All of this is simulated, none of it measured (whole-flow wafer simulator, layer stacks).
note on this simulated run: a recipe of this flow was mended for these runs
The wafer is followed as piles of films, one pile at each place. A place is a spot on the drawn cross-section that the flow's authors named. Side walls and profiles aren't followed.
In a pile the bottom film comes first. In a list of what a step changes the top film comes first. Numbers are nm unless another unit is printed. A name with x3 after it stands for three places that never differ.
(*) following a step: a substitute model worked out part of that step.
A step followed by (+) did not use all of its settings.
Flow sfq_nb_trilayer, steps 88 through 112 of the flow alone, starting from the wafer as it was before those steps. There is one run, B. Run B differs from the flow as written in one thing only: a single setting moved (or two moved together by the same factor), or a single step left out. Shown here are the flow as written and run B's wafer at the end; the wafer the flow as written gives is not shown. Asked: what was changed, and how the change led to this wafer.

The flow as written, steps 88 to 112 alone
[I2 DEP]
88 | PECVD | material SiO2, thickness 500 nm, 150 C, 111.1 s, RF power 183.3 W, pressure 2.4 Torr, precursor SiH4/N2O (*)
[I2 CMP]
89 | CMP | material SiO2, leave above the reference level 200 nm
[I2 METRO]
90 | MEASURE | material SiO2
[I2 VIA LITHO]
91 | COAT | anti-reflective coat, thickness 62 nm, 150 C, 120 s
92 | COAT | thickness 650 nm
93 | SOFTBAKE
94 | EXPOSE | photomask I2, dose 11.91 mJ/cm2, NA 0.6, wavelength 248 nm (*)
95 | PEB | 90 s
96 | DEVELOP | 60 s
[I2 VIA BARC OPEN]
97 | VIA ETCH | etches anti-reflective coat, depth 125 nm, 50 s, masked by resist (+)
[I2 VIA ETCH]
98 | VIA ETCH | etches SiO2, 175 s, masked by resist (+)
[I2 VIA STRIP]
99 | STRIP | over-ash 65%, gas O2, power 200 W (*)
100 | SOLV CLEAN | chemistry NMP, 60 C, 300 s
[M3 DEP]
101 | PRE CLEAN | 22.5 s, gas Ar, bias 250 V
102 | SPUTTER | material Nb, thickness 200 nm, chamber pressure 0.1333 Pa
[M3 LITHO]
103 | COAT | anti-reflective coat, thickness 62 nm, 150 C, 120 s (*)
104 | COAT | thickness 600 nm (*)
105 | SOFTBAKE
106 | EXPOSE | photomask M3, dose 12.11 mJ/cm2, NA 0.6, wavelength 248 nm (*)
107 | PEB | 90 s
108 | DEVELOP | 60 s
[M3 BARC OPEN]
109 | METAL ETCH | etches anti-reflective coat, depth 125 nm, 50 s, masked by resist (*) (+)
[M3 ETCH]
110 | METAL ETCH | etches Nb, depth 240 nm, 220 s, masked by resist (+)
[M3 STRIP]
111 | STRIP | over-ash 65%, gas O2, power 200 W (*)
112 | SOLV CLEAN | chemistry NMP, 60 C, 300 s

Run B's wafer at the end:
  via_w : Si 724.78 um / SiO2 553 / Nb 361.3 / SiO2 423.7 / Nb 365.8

What caused this: step 98, VIA ETCH: 130 s was run, while the flow as written has 175 s.

How this came from the change, step by step:
  98 | VIA ETCH | etches SiO2, 175 s, masked by resist (+)
      via_w: -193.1 SiO2 (it would be, as written: -199.7 SiO2 (all of it), -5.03 Nb)
      field_l, v_sur, via_wl and 102 more: -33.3 KrF-resist-other-grade (it would be, as written: -44.8 KrF-resist-other-grade)
  99 | STRIP | over-ash 65%, gas O2, power 200 W (*)
      field_l, v_sur, via_wl and 102 more: -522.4 KrF-resist-other-grade (all of it), -62 anti-reflective coat (all of it) (it would be, as written: -510.8 KrF-resist-other-grade (all of it), -62 anti-reflective coat (all of it))
  101 | PRE CLEAN | 22.5 s, gas Ar, bias 250 V
      via_w: -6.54 SiO2 (all of it), -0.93 Nb (it would be, as written: -6.45 Nb)
